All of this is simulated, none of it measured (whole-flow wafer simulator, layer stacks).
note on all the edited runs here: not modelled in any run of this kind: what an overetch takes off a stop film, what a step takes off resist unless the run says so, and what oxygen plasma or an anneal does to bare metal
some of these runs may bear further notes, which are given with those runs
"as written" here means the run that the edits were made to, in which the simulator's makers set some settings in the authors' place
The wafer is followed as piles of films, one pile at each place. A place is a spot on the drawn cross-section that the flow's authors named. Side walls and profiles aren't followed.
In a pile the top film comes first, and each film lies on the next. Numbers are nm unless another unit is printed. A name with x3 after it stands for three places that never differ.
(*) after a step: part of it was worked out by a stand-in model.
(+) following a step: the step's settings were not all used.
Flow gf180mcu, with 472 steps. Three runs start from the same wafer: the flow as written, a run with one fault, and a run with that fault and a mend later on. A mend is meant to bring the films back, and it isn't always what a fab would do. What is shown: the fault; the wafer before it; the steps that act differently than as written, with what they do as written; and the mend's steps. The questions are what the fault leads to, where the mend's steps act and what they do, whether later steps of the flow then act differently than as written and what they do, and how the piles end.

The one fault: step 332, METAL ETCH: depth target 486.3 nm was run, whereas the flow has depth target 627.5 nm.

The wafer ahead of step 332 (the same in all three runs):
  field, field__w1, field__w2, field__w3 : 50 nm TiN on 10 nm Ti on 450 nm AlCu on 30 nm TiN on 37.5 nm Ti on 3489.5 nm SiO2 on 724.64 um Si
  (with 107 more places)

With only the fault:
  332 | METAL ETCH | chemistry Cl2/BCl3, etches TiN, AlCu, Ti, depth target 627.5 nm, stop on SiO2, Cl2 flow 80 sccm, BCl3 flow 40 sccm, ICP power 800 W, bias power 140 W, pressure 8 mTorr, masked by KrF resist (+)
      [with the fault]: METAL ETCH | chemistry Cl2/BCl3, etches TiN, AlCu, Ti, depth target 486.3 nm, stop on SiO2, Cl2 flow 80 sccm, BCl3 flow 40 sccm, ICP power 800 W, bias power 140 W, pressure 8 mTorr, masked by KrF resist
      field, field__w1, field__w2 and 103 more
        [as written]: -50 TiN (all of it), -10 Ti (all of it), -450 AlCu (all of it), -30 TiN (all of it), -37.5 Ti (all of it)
        [with the fault]: -50 TiN (all of it), -10 Ti (all of it), -426.3 AlCu
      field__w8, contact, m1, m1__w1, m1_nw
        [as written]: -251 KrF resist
        [with the fault]: -194.5 KrF resist
  Later steps of the flow acting differently than as written:
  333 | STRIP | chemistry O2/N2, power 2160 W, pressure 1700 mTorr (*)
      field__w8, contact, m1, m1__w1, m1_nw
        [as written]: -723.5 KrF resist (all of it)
        [with the fault]: -780 KrF resist (all of it)
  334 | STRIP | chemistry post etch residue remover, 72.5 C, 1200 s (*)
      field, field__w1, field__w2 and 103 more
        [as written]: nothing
        [with the fault]: -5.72 AlCu
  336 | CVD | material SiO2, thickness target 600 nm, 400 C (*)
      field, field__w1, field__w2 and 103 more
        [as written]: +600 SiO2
        [with the fault]: +600 SiO2 (new film)
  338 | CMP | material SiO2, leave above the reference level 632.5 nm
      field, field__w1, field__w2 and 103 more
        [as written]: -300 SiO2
        [with the fault]: -385.5 SiO2
  By the end, the piles at field, field__w1, field__w2 and 104 more depart from the flow's by more than 2% or 0.5 nm, whichever is larger.
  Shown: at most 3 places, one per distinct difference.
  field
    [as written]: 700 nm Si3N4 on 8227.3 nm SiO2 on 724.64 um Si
    [with the fault]: 700 nm Si3N4 on 4652.3 nm SiO2 on 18 nm AlCu on 30 nm TiN on 37.5 nm Ti on 3489.5 nm SiO2 on 724.64 um Si
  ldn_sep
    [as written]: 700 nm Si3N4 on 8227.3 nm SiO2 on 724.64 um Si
    [with the fault]: 700 nm Si3N4 on 4652.3 nm SiO2 on 18 nm AlCu on 30 nm TiN on 37.5 nm Ti on 3489.4 nm SiO2 on 724.64 um Si
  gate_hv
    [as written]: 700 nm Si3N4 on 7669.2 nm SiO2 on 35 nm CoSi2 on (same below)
    [with the fault]: 700 nm Si3N4 on 4652.3 nm SiO2 on 18 nm AlCu on 30 nm TiN on 37.5 nm Ti on 2931.3 nm SiO2 on 35 nm CoSi2 on (same below)

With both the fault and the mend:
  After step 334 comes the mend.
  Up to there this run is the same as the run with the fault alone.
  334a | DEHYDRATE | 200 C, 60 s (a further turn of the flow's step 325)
      alters no film at any place that is followed
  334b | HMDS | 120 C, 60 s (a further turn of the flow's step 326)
      alters no film at any place that is followed
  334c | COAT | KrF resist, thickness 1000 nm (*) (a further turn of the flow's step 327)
      iso_ptap_pw, iso_ntap_nw, iso_nw_fld and 33 more
        +1000 KrF resist (new film)
      field_sub, field_sub__w1, field_sub__w2 and 12 more
        +1002.8 KrF resist (new film)
      field__w11, field__w13, p_well and 7 more
        +1003.2 KrF resist (new film)
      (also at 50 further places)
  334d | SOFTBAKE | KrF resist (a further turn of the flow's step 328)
      alters no film at any place that is followed
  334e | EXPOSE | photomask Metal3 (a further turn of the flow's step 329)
      alters no film at any place that is followed
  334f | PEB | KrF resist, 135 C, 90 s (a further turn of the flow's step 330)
      field__w1, field__w2, field__w3 and 56 more
        -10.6 KrF resist
      iso_ptap_pw, iso_ntap_nw, iso_nw_fld and 33 more
        -10.5 KrF resist
      gate_hv, sd_p, polyc_n, polyc_n_rim
        -10.7 KrF resist
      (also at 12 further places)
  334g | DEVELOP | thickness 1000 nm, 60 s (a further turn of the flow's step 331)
      iso_ptap_pw, iso_ntap_nw, iso_nw_fld and 33 more
        -989.5 KrF resist (all of it)
      field_sub__w4, ld_sd_p, ld_gate_p and 8 more
        -992.3 KrF resist (all of it)
      p_well, sti, spacer and 7 more
        -992.6 KrF resist (all of it)
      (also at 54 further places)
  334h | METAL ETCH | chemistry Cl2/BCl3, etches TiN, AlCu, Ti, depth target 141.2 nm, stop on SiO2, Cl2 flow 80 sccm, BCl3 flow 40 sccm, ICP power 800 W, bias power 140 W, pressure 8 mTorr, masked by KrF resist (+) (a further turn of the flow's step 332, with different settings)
      field, field__w1, field__w2 and 103 more
        -18 AlCu (all of it), -30 TiN (all of it), -37.5 Ti (all of it)
      field__w8, contact, m1, m1__w1, m1_nw
        -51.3 KrF resist
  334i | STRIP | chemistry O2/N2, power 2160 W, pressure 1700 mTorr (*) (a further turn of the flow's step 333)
      field__w8
        -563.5 KrF resist (all of it)
      contact
        -561.4 KrF resist (all of it)
      m1
        -564.4 KrF resist (all of it)
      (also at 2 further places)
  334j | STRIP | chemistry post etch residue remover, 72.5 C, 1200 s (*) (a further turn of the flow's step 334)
      field__w8, contact, m1, m1__w1, m1_nw
        -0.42 TiN
  Later steps of the flow that are run all act as written at every place that is followed, up to a difference of at most 2% or 0.5 nm, whichever is larger.
  At the end the piles are close to the flow's at the places that both follow, differing by at most 2% or 0.5 nm, whichever is larger.
